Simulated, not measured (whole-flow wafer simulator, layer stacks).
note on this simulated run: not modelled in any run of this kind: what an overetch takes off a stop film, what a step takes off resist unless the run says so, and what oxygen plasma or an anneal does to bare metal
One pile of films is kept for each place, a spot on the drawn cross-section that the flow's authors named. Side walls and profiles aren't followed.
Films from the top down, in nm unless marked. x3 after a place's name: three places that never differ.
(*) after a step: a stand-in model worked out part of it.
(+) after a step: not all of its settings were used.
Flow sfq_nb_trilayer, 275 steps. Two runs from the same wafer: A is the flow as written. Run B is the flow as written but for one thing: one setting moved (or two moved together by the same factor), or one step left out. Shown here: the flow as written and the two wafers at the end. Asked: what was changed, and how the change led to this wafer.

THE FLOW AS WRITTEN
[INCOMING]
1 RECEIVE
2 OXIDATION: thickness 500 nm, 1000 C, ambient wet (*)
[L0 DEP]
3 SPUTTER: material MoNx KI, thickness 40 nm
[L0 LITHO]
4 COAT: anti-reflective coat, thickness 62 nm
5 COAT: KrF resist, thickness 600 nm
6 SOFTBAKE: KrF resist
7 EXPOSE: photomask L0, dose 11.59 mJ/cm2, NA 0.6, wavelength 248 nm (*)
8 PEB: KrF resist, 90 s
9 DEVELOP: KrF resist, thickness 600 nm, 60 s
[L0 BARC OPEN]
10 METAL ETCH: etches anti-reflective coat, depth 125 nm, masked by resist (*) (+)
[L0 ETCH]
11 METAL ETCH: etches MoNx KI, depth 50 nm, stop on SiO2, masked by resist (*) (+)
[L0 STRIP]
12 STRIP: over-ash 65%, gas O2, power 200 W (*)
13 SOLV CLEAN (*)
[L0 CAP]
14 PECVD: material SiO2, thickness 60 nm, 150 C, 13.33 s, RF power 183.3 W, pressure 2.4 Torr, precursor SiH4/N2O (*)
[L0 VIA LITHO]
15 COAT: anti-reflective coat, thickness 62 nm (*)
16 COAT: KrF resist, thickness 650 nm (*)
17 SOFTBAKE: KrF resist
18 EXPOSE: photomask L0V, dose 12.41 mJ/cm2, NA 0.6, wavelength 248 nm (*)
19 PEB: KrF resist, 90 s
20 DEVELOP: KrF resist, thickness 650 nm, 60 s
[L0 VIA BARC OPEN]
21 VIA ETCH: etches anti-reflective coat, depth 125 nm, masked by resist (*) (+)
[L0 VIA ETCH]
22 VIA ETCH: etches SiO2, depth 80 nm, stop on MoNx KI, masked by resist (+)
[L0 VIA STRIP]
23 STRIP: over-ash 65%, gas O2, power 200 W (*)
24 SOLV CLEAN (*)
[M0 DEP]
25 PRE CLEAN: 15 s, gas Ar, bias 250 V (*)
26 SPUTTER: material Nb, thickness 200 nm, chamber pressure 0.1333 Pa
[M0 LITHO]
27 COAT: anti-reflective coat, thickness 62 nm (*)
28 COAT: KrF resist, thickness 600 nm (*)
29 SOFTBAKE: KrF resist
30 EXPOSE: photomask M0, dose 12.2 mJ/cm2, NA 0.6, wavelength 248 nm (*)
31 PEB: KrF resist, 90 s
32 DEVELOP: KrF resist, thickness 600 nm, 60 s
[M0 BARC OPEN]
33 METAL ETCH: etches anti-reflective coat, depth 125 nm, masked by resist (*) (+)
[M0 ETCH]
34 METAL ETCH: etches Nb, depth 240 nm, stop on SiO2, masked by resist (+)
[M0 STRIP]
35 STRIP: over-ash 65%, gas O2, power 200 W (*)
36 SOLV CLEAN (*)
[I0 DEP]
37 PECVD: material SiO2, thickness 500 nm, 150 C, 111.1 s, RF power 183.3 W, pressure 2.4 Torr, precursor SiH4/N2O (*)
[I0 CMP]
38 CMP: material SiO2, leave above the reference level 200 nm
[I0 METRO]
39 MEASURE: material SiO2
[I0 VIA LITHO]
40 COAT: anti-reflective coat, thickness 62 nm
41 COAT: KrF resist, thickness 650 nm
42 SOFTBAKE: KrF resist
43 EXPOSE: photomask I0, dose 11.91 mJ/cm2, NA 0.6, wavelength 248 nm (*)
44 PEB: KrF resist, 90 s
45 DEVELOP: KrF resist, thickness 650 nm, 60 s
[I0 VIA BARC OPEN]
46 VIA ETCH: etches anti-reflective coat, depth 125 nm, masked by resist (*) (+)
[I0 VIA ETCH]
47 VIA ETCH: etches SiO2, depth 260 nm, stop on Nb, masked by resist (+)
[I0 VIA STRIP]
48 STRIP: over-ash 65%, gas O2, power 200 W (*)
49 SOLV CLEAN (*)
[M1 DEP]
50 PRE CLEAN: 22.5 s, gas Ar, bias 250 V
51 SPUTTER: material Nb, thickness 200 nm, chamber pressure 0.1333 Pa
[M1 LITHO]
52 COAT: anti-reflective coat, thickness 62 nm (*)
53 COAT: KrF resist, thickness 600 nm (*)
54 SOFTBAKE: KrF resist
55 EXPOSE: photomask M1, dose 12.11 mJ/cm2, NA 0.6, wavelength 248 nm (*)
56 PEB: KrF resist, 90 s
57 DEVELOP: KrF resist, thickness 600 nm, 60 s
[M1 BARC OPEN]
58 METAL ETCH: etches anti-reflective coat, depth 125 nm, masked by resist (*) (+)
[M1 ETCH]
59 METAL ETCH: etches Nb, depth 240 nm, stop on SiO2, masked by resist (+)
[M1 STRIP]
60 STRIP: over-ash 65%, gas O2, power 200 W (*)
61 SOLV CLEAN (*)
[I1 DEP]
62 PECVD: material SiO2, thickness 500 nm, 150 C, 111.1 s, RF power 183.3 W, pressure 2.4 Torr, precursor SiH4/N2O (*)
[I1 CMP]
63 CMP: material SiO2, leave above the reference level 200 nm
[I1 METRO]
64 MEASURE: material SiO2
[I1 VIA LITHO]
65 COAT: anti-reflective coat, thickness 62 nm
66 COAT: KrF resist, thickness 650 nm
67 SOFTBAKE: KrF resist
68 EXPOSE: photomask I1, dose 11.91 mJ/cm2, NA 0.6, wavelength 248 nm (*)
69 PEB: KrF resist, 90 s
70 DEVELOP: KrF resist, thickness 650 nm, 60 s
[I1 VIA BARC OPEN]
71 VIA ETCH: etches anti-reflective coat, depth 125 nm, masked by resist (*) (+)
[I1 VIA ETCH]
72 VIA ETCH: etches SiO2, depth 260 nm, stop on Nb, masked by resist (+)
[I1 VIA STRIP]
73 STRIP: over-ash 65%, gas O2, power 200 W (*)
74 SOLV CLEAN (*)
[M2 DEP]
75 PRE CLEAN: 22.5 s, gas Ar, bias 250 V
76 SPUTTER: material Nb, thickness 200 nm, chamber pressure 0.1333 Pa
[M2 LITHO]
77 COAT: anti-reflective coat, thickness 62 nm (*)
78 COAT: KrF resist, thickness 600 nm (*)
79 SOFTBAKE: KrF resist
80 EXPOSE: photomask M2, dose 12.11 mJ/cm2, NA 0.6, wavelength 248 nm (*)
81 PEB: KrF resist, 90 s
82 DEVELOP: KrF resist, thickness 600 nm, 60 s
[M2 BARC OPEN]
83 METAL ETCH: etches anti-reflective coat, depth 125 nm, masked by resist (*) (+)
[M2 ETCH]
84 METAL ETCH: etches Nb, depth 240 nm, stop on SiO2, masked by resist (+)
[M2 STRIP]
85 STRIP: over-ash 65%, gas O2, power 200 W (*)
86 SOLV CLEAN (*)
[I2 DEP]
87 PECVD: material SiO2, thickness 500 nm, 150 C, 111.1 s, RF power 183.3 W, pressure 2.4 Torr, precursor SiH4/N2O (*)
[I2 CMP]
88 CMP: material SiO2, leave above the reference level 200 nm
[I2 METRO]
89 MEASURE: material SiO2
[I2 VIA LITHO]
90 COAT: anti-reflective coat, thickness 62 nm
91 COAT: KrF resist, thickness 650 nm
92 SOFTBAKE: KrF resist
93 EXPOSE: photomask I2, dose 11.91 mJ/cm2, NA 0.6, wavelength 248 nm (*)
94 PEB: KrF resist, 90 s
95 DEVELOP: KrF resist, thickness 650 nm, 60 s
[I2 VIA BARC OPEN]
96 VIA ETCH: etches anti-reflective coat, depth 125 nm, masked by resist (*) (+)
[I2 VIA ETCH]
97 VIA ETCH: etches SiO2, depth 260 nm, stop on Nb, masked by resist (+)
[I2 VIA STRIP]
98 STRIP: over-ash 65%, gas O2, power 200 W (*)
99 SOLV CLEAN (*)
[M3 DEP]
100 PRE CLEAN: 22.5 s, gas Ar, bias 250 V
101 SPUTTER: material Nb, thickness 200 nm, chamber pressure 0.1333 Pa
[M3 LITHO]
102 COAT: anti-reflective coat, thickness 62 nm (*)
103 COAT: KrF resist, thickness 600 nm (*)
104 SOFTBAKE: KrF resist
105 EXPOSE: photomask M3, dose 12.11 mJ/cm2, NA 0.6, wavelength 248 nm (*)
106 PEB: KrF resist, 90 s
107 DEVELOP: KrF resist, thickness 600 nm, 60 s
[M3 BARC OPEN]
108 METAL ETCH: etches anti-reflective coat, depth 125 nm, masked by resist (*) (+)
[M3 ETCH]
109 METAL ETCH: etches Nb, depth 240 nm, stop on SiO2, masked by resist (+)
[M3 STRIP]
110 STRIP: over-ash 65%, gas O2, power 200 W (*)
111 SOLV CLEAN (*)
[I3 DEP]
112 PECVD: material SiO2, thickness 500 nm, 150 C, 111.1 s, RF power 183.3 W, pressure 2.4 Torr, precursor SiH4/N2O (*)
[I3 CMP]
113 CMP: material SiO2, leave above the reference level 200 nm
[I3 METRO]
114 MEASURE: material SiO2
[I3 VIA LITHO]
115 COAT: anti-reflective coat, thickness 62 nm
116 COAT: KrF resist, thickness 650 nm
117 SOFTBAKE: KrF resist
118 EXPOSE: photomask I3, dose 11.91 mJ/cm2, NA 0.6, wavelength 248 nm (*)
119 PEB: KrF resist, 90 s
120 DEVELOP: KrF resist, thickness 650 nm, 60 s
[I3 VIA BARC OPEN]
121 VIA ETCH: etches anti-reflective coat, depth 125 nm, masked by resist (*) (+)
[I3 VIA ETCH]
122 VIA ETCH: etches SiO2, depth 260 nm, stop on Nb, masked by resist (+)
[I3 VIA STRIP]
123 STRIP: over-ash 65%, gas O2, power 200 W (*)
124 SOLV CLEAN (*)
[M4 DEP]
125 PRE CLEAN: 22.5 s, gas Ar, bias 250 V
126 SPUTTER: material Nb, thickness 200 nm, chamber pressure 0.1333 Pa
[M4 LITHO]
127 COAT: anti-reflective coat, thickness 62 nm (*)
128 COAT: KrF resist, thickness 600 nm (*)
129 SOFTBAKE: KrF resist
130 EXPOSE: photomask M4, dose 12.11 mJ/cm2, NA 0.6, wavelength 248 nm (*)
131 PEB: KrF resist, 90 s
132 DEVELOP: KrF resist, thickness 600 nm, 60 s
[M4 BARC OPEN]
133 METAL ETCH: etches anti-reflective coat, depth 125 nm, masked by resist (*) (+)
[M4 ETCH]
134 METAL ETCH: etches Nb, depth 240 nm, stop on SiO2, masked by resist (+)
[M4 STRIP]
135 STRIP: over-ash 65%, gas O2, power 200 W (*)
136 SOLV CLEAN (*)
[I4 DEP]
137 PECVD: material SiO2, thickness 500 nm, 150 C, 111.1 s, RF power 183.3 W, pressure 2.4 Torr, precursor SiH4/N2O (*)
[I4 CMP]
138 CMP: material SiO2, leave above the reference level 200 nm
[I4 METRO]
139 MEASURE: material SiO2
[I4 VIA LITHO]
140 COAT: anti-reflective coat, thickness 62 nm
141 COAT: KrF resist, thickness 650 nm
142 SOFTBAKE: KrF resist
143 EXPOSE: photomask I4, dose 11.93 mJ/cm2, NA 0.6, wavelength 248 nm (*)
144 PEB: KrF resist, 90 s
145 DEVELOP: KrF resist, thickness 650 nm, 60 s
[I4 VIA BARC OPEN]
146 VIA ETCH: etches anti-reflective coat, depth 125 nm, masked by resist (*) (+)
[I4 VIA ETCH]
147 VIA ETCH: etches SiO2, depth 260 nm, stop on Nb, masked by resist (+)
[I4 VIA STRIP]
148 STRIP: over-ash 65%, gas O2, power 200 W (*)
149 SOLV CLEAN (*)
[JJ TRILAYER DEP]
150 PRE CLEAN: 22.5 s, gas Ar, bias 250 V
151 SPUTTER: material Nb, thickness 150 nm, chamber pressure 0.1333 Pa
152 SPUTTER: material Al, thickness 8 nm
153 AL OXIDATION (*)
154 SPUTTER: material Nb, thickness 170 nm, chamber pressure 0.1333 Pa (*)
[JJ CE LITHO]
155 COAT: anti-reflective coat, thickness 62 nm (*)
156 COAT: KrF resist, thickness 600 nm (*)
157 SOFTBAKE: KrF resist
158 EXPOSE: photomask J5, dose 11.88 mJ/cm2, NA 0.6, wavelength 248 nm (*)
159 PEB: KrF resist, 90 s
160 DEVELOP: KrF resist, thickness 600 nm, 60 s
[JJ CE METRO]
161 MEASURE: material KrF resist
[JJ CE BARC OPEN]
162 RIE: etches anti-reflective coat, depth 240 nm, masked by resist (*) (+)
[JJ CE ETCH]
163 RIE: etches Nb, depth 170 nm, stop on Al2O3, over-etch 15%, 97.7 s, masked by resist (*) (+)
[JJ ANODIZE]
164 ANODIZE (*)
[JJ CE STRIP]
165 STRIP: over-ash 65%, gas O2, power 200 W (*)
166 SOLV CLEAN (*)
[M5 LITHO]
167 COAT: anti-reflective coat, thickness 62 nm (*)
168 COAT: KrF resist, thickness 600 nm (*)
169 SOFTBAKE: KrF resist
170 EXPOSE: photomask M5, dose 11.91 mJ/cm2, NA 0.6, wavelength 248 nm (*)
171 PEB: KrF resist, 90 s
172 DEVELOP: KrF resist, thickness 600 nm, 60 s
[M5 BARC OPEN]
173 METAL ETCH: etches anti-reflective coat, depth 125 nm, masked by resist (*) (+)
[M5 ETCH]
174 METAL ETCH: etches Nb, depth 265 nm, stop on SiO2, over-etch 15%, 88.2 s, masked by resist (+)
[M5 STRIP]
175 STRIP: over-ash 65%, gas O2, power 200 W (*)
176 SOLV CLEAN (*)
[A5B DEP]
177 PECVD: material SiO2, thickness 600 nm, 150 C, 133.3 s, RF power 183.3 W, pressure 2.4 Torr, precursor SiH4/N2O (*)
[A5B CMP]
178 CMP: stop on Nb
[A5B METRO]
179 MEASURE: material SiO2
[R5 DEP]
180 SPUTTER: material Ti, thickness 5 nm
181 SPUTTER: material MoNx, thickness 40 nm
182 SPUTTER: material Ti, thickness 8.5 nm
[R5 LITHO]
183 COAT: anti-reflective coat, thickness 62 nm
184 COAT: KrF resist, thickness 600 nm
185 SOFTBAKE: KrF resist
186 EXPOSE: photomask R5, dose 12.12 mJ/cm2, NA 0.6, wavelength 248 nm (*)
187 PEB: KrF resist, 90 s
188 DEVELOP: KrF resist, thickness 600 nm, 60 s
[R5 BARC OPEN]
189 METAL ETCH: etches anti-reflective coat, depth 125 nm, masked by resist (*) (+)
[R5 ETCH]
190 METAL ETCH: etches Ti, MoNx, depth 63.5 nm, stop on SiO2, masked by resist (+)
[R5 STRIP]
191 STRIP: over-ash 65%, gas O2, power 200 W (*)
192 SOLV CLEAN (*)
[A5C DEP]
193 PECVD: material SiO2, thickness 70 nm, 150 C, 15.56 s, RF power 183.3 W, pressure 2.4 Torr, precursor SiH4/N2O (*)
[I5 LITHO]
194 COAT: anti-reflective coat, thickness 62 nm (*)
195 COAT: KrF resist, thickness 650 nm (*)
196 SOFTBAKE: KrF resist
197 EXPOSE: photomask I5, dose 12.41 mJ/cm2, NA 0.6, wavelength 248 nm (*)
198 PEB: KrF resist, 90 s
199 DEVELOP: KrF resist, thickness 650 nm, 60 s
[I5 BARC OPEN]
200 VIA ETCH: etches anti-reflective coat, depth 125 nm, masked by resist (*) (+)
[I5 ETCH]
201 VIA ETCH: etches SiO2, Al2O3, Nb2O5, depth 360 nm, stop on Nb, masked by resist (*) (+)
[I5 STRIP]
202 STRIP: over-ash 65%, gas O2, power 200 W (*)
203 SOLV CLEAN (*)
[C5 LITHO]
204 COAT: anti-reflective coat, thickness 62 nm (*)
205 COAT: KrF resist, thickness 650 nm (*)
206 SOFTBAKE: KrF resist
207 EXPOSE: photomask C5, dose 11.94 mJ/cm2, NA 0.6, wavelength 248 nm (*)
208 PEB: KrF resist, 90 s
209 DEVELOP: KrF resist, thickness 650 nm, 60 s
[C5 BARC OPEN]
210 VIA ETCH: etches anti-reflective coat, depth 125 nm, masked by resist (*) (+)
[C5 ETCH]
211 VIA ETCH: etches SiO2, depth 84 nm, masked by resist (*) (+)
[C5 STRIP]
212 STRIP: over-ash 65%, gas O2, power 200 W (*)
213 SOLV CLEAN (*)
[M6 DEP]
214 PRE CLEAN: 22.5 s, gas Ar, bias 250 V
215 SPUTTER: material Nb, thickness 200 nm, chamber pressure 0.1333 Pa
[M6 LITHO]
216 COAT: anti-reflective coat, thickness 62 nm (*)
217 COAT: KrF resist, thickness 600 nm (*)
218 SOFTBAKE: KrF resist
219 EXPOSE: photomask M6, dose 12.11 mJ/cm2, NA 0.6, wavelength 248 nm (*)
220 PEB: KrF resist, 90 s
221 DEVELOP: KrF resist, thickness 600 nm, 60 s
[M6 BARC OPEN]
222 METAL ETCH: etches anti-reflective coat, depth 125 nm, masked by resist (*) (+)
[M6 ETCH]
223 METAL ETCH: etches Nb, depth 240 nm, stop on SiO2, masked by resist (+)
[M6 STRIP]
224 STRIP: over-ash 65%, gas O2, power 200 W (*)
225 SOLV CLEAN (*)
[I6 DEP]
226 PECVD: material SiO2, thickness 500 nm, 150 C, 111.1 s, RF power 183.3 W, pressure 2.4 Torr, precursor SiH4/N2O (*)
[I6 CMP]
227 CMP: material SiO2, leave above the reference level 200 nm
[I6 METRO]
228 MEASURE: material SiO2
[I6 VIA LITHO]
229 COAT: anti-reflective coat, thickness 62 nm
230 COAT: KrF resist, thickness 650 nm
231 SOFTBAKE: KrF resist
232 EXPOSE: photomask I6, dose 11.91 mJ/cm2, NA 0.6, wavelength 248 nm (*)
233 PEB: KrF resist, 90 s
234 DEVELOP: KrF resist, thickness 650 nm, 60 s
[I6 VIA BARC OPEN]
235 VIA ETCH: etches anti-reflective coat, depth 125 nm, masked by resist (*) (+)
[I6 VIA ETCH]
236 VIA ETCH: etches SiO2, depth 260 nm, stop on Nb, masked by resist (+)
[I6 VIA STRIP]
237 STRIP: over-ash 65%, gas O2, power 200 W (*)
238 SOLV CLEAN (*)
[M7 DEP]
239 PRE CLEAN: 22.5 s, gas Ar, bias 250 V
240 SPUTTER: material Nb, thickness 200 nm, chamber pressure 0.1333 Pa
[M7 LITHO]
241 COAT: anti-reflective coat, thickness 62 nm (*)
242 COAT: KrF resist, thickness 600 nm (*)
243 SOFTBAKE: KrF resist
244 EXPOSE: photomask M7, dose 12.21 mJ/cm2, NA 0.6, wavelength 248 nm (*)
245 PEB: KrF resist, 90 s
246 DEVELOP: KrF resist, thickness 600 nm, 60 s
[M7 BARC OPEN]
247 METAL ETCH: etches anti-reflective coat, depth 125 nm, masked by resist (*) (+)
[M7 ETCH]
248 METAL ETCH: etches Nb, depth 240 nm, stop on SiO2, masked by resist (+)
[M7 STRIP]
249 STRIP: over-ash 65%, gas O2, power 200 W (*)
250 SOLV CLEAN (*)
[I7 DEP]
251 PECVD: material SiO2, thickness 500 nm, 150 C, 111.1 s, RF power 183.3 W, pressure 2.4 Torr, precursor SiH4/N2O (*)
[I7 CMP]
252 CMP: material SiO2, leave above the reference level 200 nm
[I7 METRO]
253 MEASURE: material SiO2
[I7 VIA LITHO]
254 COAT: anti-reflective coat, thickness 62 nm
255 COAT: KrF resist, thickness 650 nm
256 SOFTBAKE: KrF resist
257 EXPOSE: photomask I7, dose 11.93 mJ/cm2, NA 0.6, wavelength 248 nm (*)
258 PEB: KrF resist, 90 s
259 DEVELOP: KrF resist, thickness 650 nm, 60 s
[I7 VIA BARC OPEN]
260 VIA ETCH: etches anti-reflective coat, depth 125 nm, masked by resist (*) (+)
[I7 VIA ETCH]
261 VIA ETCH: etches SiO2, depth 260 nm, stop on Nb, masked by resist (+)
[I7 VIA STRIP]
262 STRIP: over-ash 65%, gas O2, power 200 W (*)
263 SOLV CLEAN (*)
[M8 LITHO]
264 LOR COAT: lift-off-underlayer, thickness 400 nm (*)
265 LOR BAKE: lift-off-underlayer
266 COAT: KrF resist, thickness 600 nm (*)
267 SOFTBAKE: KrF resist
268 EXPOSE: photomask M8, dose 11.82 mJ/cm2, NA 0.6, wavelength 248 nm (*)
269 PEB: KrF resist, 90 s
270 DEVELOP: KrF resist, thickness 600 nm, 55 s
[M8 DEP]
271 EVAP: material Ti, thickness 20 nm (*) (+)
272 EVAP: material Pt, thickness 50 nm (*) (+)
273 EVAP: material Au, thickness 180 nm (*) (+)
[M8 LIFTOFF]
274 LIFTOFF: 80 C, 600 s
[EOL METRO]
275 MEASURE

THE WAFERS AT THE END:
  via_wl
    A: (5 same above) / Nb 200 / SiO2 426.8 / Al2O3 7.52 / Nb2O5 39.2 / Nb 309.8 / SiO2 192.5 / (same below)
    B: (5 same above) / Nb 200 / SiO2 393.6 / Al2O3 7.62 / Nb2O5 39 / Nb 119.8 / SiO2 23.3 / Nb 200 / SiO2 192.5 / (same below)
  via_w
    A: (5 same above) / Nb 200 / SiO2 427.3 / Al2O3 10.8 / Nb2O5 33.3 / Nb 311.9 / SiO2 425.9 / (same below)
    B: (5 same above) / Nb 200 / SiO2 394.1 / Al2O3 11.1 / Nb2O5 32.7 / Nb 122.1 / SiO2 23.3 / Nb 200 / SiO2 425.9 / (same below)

The cause: step 147, VIA ETCH: depth 169 nm was run, where the flow has depth 260 nm.

How the change led to this, step by step:
  147 VIA ETCH: etches SiO2, depth 260 nm, stop on Nb, masked by resist (+)
      via_wl, via_w, via_wr: A SiO2 -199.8 (all of it) | B SiO2 -169
      field_l, v_sur, via_sp and 100 more: A KrF resist -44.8 | B KrF resist -29.1
  148 STRIP: over-ash 65%, gas O2, power 200 W (*)
      field_l, v_sur, via_sp and 100 more: A KrF resist -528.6 (all of it), anti-reflective coat -62 (all of it) | B KrF resist -544.3 (all of it), anti-reflective coat -62 (all of it)
  150 PRE CLEAN: 22.5 s, gas Ar, bias 250 V
      via_wl, via_w, via_wr: A Nb -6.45 | B SiO2 -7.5
  151 SPUTTER: material Nb, thickness 150 nm, chamber pressure 0.1333 Pa
      via_wl, via_w, via_wr: A Nb +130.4 | B Nb +133.8 (new film)
  154 SPUTTER: material Nb, thickness 170 nm, chamber pressure 0.1333 Pa (*)
      via_wl, via_wr: A Nb +140.7 (new film) | B Nb +145.9 (new film)
      via_w: A Nb +141 (new film) | B Nb +146.2 (new film)
  155 COAT: anti-reflective coat, thickness 62 nm (*)
      via_wl, via_wr: A anti-reflective coat +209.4 (new film) | B anti-reflective coat +180.5 (new film)
      v_sur: A anti-reflective coat +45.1 (new film) | B anti-reflective coat +46.4 (new film)
      (and at 1 more place)
  156 COAT: KrF resist, thickness 600 nm (*)
      via_w: A KrF resist +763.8 (new film) | B KrF resist +735.4 (new film)
  160 DEVELOP: KrF resist, thickness 600 nm, 60 s
      via_w: A KrF resist -762.1 (all of it) | B KrF resist -733.9 (all of it)
  162 RIE: etches anti-reflective coat, depth 240 nm, masked by resist (*) (+)
      ce_l, c5j, ce_r, wl_jj: A KrF resist -209.4 | B KrF resist -180.5
      via_wl, via_wr: A anti-reflective coat -209.4 (all of it) | B anti-reflective coat -180.5 (all of it)
      (and at 2 more places)
  163 RIE: etches Nb, depth 170 nm, stop on Al2O3, over-etch 15%, 97.7 s, masked by resist (*) (+)
      via_wl, via_wr: A Nb -140.7 (all of it), Al2O3 -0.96 (all of it) | B Nb -145.9 (all of it), Al2O3 -0.96 (all of it)
      via_w: A Nb -141 (all of it), Al2O3 -0.96 (all of it) | B Nb -146.2 (all of it), Al2O3 -0.96 (all of it)
  165 STRIP: over-ash 65%, gas O2, power 200 W (*)
      c5j, ce_r: A KrF resist -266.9 (all of it), anti-reflective coat -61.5 (all of it) | B KrF resist -296 (all of it), anti-reflective coat -61.6 (all of it)
      ce_l: A KrF resist -266.8 (all of it), anti-reflective coat -61.4 (all of it) | B KrF resist -295.9 (all of it), anti-reflective coat -61.5 (all of it)
      (and at 1 more place)
  167 COAT: anti-reflective coat, thickness 62 nm (*)
      via_wl: A anti-reflective coat +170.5 (new film) | B anti-reflective coat +148.5 (new film)
      via_w: A anti-reflective coat +84.1 (new film) | B anti-reflective coat +82.4 (new film)
      (and at 3 more places)
  168 COAT: KrF resist, thickness 600 nm (*)
      via_w: A KrF resist +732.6 (new film) | B KrF resist +710.7 (new film)
  175 STRIP: over-ash 65%, gas O2, power 200 W (*)
      via_wl: A KrF resist -427 (all of it), anti-reflective coat -170.5 (all of it) | B KrF resist -423.7 (all of it), anti-reflective coat -148.5 (all of it)
      via_w: A KrF resist -503.5 (all of it), anti-reflective coat -84.1 (all of it) | B KrF resist -481.6 (all of it), anti-reflective coat -82.4 (all of it)
      (and at 3 more places)
  178 CMP: stop on Nb
      via_wl, via_wr: A SiO2 -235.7 | B SiO2 -268.9
      via_w: A SiO2 -235.2 | B SiO2 -268.4
Counting metal films that touch as one body, via_wl has 8 bodies (between them, from the top down: SiO2 192.5; SiO2 393.6 / Al2O3 7.62 / Nb2O5 39; SiO2 23.3; SiO2 192.5; SiO2 192.5; SiO2 192.5; SiO2 192.5); the flow as written gives 7 bodies (between them, from the top down: SiO2 192.5; SiO2 426.8 / Al2O3 7.52 / Nb2O5 39.2; SiO2 192.5; SiO2 192.5; SiO2 192.5; SiO2 192.5).
Counting metal films that touch as one body, via_w has 6 bodies (between them, from the top down: SiO2 192.5; SiO2 394.1 / Al2O3 11.1 / Nb2O5 32.7; SiO2 23.3; SiO2 425.9; SiO2 416.9); the flow as written gives 5 bodies (between them, from the top down: SiO2 192.5; SiO2 427.3 / Al2O3 10.8 / Nb2O5 33.3; SiO2 425.9; SiO2 416.9).
